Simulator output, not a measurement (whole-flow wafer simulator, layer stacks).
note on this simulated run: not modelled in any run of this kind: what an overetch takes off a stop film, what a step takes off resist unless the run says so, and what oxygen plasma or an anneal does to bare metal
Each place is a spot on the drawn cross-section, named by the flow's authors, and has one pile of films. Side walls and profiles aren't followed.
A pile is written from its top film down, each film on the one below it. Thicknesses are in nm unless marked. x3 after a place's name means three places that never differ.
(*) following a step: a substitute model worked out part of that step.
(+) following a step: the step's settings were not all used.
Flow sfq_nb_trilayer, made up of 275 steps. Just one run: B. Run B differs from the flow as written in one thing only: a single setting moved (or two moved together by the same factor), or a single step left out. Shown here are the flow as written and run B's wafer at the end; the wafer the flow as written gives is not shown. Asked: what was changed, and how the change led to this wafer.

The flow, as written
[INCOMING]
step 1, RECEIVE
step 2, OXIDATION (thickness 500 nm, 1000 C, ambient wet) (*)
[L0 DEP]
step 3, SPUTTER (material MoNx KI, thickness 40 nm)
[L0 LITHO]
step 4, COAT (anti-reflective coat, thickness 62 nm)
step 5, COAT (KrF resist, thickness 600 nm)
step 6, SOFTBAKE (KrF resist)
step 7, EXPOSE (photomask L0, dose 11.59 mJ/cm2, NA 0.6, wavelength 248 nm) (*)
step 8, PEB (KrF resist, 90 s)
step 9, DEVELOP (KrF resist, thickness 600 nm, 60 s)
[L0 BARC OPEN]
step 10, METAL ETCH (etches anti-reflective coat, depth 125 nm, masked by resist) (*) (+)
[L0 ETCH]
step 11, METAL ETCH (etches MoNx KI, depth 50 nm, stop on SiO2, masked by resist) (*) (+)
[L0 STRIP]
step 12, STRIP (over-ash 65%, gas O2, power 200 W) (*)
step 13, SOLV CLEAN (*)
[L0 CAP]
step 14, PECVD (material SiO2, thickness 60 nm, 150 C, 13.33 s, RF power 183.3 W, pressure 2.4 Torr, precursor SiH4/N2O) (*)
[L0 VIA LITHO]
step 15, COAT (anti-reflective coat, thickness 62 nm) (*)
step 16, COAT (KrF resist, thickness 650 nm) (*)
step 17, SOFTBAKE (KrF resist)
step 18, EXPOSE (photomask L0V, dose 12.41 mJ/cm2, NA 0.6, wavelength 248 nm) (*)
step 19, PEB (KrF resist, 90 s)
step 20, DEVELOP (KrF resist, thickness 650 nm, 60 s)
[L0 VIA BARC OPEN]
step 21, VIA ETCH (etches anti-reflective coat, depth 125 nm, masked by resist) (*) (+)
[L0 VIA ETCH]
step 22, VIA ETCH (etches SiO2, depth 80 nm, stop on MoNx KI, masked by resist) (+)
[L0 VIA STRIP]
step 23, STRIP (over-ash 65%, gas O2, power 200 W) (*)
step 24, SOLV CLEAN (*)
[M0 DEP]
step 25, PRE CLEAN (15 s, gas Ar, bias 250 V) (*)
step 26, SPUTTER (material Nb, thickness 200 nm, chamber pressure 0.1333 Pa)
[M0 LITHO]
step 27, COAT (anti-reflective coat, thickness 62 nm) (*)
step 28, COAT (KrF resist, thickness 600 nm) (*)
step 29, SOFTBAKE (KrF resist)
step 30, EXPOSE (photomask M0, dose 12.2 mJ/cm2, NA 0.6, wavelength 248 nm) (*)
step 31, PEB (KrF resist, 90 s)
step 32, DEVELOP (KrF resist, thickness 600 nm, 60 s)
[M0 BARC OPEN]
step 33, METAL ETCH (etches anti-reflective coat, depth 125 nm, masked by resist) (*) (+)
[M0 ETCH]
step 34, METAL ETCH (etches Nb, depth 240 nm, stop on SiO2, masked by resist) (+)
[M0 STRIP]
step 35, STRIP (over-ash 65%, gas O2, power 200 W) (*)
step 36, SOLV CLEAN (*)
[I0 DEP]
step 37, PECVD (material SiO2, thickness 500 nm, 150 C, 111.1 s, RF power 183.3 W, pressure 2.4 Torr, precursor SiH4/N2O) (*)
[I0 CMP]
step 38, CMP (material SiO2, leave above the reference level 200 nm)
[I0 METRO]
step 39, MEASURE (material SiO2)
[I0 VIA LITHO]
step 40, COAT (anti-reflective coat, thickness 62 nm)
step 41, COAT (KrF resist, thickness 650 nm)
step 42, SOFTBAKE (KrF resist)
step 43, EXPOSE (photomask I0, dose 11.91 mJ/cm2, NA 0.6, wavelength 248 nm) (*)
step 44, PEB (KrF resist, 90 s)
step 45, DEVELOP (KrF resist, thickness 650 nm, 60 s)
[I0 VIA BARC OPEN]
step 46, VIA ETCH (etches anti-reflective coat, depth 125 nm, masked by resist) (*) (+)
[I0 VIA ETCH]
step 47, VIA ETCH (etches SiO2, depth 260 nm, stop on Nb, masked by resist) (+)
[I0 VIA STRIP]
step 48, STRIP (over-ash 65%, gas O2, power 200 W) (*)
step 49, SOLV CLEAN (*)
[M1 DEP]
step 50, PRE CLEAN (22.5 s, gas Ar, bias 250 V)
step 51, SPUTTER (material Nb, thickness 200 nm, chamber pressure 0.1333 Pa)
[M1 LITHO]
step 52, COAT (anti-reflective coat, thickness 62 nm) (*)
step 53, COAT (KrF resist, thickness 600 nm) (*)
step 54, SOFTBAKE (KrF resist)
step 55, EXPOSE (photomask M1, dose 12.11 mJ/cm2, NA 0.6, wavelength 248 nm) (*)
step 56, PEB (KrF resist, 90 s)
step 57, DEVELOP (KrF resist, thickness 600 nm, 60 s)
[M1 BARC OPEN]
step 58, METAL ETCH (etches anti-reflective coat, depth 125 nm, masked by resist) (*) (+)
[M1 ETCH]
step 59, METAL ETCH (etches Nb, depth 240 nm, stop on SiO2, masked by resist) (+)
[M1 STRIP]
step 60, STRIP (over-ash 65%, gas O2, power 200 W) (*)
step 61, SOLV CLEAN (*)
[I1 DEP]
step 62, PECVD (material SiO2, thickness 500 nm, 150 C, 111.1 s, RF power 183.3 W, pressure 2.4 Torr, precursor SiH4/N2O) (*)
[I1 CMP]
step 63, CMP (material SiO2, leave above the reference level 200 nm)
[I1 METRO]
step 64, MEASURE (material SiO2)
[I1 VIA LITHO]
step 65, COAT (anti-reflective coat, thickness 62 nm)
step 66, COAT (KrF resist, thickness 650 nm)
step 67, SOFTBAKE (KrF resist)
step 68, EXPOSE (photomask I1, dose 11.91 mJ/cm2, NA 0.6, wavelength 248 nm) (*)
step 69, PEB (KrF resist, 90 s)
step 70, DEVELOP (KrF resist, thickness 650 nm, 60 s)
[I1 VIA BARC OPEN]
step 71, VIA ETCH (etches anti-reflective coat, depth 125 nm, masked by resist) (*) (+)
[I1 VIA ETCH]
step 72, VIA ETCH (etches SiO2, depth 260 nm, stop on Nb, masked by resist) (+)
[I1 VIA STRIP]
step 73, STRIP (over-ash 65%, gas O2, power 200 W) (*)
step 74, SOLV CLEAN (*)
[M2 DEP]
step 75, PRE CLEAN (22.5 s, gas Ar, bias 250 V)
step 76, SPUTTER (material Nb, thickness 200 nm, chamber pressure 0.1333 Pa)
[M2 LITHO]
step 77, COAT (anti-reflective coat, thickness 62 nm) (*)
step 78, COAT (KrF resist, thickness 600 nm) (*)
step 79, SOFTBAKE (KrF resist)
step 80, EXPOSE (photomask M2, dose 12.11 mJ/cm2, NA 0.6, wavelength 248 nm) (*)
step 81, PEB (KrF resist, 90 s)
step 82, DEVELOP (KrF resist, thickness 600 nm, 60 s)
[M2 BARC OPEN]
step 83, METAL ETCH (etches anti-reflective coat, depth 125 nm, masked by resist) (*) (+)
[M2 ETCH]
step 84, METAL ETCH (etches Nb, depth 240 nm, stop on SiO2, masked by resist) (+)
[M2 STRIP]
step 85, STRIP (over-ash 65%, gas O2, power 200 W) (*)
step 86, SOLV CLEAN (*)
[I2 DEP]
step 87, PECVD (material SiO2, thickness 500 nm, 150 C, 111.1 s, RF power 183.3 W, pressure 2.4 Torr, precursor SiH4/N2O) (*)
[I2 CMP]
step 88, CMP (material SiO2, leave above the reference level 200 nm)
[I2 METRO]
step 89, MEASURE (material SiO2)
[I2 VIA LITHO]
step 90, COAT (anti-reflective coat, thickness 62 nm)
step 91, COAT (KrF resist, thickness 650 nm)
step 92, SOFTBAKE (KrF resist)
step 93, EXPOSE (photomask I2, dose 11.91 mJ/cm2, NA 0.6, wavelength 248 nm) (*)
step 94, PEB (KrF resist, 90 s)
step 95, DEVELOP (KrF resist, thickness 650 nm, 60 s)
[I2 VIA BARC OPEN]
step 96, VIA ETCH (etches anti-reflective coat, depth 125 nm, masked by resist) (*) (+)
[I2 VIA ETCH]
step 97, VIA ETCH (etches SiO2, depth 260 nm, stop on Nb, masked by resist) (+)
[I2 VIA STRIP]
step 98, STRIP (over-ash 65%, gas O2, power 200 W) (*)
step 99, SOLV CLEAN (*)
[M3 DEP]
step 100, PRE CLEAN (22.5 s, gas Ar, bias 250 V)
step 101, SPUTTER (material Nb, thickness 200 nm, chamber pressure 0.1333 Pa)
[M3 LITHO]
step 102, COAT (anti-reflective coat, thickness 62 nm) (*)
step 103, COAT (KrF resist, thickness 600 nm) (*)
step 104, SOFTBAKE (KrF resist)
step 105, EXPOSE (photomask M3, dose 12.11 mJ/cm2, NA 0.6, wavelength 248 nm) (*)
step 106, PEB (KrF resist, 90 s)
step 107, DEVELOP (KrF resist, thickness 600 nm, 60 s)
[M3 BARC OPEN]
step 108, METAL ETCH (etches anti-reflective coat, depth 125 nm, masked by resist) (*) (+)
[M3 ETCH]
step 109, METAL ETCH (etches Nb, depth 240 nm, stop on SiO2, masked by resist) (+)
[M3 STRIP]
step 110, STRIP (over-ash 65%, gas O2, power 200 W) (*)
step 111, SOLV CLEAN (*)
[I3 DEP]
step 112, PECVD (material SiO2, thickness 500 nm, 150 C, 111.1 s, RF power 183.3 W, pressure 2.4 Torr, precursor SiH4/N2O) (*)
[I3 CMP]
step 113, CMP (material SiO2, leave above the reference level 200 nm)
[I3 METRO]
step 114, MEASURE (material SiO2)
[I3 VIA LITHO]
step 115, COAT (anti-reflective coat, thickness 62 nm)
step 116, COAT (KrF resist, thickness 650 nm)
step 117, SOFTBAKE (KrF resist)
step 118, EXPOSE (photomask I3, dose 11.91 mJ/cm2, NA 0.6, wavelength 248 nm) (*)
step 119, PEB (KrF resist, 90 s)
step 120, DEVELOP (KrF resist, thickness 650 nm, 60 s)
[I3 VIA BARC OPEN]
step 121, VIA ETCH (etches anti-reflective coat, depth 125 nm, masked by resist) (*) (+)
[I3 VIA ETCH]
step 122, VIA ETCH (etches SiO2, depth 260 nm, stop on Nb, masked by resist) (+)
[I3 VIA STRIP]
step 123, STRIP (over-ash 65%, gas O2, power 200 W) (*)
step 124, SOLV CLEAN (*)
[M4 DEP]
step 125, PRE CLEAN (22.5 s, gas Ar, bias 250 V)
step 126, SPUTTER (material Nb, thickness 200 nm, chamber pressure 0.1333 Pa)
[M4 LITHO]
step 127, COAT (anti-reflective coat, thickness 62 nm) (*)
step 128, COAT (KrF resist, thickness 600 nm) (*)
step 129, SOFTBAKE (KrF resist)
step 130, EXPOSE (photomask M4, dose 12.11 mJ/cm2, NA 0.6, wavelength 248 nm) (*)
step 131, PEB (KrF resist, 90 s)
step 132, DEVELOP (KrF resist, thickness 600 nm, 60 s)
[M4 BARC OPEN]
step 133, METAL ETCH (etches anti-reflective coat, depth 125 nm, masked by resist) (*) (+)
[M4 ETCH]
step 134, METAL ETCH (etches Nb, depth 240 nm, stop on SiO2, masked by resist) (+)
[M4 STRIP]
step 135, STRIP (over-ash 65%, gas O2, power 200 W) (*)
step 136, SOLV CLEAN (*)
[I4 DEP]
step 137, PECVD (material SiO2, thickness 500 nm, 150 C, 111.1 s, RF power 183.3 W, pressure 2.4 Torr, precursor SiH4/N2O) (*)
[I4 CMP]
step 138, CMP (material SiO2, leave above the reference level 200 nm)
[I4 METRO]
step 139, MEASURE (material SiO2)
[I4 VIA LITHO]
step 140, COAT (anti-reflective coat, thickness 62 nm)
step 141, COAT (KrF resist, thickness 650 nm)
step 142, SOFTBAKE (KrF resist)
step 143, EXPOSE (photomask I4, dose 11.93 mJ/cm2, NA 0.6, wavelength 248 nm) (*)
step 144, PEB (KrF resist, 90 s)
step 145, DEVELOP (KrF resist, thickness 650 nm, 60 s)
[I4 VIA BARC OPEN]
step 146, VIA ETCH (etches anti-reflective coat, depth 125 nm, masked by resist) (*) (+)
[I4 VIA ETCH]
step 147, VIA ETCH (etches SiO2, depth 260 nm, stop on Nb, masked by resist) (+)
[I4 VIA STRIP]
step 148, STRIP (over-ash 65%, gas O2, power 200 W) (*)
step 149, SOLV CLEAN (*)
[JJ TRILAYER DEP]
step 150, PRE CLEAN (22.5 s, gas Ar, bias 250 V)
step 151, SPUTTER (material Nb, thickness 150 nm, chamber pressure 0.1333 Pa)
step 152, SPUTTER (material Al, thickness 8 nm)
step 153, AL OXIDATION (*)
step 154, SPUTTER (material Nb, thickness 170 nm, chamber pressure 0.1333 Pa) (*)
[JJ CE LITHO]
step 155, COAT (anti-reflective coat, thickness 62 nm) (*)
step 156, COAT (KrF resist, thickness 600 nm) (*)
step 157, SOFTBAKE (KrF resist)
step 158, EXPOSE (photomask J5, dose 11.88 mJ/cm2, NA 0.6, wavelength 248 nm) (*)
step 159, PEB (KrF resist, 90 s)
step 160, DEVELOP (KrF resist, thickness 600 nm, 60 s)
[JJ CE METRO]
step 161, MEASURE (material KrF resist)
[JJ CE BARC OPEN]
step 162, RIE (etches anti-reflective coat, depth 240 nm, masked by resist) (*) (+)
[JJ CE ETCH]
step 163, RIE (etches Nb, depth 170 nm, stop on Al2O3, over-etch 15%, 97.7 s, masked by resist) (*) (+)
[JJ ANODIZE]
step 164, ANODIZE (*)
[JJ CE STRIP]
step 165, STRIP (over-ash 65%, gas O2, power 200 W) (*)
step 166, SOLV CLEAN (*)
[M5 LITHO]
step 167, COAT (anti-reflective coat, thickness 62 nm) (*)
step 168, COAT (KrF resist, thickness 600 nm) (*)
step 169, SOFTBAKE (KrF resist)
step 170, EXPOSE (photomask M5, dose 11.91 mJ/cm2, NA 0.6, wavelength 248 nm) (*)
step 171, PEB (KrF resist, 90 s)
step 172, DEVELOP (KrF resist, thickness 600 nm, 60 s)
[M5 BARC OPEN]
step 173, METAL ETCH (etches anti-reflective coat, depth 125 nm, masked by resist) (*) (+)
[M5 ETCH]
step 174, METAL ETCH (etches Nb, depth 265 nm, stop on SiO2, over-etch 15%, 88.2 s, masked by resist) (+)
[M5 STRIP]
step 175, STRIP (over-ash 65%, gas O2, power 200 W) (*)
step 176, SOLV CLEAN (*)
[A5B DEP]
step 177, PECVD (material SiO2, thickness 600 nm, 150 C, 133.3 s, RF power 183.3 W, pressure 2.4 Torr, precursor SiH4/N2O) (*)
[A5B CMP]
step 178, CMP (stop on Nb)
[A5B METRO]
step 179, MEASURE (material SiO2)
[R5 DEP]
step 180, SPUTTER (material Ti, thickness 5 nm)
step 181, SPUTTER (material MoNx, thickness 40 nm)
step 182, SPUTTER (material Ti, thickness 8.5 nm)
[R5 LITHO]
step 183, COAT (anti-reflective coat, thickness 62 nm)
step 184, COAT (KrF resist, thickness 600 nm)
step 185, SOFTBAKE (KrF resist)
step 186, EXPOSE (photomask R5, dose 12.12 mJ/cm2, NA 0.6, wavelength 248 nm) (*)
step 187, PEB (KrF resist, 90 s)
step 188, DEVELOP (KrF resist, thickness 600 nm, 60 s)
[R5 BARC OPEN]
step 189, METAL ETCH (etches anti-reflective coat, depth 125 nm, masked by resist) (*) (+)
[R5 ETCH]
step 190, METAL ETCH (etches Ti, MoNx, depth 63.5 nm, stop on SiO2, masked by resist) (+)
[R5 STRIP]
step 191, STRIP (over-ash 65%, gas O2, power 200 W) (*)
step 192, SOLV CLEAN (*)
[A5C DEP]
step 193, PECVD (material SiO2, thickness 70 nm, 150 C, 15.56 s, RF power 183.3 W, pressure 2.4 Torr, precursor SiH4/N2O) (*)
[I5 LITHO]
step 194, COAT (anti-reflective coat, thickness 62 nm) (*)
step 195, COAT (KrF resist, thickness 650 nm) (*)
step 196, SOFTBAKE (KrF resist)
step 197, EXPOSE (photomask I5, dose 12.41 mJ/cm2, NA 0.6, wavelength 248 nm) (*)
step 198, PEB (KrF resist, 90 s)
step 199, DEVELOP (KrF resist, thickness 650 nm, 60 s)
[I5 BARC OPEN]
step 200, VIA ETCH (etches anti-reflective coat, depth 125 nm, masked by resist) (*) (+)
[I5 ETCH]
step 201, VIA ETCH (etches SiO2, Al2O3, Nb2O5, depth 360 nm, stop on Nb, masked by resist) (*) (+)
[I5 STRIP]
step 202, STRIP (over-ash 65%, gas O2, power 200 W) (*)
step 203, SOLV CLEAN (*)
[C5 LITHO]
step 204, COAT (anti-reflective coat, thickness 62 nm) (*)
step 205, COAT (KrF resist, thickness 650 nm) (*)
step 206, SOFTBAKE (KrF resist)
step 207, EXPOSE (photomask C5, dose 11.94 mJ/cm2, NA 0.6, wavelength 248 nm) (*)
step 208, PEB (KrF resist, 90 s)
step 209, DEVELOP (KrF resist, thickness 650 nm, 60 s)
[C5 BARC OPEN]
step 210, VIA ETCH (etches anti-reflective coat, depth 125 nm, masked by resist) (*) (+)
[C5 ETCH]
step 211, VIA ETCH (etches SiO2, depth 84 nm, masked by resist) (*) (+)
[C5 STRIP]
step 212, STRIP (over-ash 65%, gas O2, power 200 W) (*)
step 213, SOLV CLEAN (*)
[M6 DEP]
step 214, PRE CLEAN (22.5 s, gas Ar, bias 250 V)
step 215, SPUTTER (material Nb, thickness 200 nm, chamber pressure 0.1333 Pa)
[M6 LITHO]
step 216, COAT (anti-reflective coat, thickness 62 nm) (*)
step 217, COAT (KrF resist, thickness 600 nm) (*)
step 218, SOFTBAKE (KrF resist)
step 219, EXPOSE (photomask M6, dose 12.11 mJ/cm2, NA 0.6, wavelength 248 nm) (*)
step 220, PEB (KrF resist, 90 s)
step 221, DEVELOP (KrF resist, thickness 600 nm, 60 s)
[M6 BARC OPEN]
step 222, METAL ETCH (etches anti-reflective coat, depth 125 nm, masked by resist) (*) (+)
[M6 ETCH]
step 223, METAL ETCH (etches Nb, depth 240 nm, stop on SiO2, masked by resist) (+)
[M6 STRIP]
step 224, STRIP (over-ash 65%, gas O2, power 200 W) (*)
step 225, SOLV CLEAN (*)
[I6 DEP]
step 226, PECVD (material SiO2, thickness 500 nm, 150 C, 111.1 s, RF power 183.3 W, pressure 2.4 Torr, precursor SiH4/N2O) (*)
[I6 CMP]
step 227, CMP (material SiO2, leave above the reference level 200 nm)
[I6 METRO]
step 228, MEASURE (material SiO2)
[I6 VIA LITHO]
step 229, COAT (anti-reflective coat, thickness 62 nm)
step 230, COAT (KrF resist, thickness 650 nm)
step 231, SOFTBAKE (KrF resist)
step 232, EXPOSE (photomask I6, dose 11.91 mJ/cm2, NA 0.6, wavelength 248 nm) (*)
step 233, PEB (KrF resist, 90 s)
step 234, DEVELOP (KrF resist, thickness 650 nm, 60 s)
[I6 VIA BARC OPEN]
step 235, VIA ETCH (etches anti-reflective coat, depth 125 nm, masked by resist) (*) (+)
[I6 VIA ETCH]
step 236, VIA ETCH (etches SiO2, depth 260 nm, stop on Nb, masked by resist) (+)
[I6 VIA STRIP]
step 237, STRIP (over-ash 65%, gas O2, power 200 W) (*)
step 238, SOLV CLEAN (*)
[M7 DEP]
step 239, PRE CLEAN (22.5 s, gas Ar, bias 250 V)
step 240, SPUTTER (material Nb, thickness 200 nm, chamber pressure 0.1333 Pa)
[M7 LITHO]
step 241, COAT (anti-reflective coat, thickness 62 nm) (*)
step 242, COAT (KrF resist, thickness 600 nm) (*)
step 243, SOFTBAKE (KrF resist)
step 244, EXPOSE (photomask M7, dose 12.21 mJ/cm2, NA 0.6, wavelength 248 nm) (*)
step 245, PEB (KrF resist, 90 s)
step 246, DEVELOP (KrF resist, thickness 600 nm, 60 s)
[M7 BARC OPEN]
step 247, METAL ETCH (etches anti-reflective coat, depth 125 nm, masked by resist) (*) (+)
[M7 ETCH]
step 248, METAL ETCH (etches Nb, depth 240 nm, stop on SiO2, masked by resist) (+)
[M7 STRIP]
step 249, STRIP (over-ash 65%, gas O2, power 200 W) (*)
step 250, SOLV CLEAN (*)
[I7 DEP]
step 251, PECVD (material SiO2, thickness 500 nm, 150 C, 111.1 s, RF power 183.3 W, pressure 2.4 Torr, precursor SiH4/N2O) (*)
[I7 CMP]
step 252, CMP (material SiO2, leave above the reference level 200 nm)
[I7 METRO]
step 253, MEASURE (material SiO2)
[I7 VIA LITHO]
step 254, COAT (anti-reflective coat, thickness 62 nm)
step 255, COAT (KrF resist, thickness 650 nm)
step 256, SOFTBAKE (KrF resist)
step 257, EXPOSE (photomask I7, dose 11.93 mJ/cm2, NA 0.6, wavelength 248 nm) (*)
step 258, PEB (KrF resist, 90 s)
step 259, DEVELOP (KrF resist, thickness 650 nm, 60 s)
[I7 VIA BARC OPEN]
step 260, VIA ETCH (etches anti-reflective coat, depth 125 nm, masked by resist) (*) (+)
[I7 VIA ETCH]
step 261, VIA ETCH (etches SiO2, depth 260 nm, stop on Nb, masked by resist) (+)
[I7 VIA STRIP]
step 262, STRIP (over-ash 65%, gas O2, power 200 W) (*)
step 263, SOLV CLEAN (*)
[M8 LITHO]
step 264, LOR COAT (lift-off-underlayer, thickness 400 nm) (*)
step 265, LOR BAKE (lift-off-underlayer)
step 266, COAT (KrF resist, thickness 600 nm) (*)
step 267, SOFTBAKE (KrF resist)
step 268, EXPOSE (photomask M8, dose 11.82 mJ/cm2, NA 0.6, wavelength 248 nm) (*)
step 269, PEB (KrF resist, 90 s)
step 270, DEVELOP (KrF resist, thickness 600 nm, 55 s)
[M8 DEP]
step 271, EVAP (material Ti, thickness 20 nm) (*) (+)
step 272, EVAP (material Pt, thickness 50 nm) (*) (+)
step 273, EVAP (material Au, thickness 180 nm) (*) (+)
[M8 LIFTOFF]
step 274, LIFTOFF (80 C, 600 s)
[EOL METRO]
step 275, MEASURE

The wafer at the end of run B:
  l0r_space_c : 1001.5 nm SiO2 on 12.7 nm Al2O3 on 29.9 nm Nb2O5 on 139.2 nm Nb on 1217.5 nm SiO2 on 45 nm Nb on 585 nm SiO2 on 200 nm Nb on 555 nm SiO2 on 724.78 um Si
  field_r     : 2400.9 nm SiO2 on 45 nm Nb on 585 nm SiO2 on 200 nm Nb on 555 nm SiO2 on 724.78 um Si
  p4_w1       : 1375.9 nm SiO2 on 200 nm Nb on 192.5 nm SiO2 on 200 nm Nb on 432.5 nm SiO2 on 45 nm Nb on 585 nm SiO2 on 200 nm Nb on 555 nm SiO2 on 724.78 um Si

The reason: step 76, SPUTTER: thickness 285 nm was run, whereas the flow has thickness 200 nm.

How this came from the change, step by step:
  step 76, SPUTTER (material Nb, thickness 200 nm, chamber pressure 0.1333 Pa)
      field_l, v_sur, via_wl and 102 more: Nb gains 285 (new film) (it would be, as written: Nb gains 200 (new film))
      via_v: Nb gains 249.9 (it would be, as written: Nb gains 174.5)
  step 84, METAL ETCH (etches Nb, depth 240 nm, stop on SiO2, masked by resist) (+)
      field_l, be, be_sur and 81 more: Nb loses 240 (it would be, as written: Nb loses 200 (all of it))
  step 87, PECVD (material SiO2, thickness 500 nm, 150 C, 111.1 s, RF power 183.3 W, pressure 2.4 Torr, precursor SiH4/N2O) (*)
      field_l, be, be_sur and 81 more: SiO2 gains 500 (new film) (it would be, as written: SiO2 gains 500)
      via_v: SiO2 gains 591.1 (new film) (it would be, as written: SiO2 gains 606 (new film))
  step 88, CMP (material SiO2, leave above the reference level 200 nm)
      field_l, be, be_sur and 81 more: SiO2 loses 60 (it would be, as written: SiO2 loses 100)
      via_v: SiO2 loses 157.1 (it would be, as written: SiO2 loses 181.6)
With metal films that touch counted as one body, l0r_space_c has 3 bodies (between them, from the top down: SiO2 1217.5; SiO2 585); the flow as written gives 2 bodies (between them, from the top down: SiO2 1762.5).
With metal films that touch counted as one body, field_r has 2 bodies (between them, from the top down: SiO2 585); the flow as written gives 1 body.
With metal films that touch counted as one body, p4_w1 has 4 bodies (between them, from the top down: SiO2 192.5; SiO2 432.5; SiO2 585); the flow as written gives 3 bodies (between them, from the top down: SiO2 192.5; SiO2 977.5).
